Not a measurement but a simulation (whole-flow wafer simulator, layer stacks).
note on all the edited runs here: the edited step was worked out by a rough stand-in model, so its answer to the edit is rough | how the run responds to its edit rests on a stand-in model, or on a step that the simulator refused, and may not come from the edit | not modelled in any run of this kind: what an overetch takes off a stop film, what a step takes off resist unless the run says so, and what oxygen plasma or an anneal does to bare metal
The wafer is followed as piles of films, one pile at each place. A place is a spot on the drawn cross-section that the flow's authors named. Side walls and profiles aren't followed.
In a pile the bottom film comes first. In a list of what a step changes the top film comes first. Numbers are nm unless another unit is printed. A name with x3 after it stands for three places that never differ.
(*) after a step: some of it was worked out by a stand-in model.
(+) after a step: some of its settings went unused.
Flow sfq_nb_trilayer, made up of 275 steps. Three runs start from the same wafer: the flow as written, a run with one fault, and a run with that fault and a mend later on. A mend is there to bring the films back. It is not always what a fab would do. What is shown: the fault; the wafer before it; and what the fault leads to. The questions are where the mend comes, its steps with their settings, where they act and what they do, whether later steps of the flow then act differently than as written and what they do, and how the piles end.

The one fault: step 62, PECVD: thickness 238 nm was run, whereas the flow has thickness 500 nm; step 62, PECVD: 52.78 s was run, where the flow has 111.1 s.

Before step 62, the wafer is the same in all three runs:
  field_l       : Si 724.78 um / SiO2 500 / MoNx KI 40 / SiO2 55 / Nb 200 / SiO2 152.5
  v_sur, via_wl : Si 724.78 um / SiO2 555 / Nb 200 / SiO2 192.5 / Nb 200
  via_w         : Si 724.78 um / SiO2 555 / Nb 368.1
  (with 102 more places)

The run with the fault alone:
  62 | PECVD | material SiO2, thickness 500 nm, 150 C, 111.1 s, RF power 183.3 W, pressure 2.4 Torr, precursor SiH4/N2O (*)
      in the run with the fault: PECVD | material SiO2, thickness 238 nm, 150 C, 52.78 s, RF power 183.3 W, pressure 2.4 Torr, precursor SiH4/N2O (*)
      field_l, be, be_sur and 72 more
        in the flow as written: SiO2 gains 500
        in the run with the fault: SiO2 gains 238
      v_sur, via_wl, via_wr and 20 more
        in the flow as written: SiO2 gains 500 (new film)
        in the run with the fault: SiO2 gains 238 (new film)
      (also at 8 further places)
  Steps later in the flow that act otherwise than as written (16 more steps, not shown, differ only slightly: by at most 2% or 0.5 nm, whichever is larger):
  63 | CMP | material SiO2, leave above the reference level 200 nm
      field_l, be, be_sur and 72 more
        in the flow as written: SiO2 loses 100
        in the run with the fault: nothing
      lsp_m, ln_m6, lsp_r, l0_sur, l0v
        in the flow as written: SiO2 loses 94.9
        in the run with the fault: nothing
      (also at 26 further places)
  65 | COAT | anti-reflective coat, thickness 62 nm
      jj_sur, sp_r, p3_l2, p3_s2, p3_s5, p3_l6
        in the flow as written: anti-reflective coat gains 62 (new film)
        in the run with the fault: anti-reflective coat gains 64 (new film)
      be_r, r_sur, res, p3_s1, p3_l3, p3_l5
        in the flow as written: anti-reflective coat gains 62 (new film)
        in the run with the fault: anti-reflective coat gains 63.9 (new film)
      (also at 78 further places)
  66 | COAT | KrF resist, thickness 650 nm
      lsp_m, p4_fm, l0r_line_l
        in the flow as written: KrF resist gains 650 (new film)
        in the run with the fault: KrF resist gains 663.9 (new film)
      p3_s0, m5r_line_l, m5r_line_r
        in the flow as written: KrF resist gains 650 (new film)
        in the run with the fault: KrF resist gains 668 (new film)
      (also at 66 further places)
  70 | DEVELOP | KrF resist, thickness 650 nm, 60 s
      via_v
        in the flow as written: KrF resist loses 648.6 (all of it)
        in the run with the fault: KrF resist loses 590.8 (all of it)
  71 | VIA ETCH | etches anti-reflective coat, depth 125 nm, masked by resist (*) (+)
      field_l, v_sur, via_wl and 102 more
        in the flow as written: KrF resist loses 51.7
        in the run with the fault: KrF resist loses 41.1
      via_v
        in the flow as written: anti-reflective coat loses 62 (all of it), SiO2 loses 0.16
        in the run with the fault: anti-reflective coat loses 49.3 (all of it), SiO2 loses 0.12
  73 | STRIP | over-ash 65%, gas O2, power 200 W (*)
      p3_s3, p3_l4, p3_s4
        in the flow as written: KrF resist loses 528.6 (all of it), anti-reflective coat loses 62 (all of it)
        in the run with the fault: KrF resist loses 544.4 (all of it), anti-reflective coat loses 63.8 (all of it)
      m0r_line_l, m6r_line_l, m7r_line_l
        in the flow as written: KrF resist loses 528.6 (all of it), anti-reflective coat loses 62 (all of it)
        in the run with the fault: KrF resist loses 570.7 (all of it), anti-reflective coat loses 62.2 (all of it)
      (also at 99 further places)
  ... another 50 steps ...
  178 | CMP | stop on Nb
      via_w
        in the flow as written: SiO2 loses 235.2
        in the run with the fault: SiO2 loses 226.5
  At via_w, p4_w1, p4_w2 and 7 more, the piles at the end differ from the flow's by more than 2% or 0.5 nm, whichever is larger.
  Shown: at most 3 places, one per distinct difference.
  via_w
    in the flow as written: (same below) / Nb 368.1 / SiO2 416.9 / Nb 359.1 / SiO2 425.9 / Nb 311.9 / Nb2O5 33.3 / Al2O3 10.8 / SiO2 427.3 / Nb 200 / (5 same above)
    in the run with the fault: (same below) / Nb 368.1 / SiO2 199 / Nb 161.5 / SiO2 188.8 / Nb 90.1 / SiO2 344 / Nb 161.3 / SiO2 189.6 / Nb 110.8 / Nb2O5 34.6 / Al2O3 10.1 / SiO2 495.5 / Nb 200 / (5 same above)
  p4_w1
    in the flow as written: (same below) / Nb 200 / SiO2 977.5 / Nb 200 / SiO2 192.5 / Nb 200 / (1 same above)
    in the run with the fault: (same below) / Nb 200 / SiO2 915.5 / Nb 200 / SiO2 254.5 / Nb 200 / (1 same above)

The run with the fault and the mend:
  The mend stands after step 62.
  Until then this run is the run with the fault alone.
  62a | PECVD | material SiO2, thickness 262 nm, 150 C, 58.22 s, RF power 183.3 W, pressure 2.4 Torr, precursor SiH4/N2O (*) (the flow's step 62 again, with other settings)
      field_l, v_sur, via_wl and 102 more
        SiO2 gains 262
      via_w
        SiO2 gains 263
  Steps later in the flow that act otherwise than as written:
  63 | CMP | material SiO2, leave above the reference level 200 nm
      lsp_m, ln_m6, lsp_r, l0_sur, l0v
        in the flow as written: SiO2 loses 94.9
        in the run with the mend: SiO2 loses 100
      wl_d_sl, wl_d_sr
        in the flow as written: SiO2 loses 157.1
        in the run with the mend: SiO2 loses 100
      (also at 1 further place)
  The piles end the same as the flow's at every place that both follow.
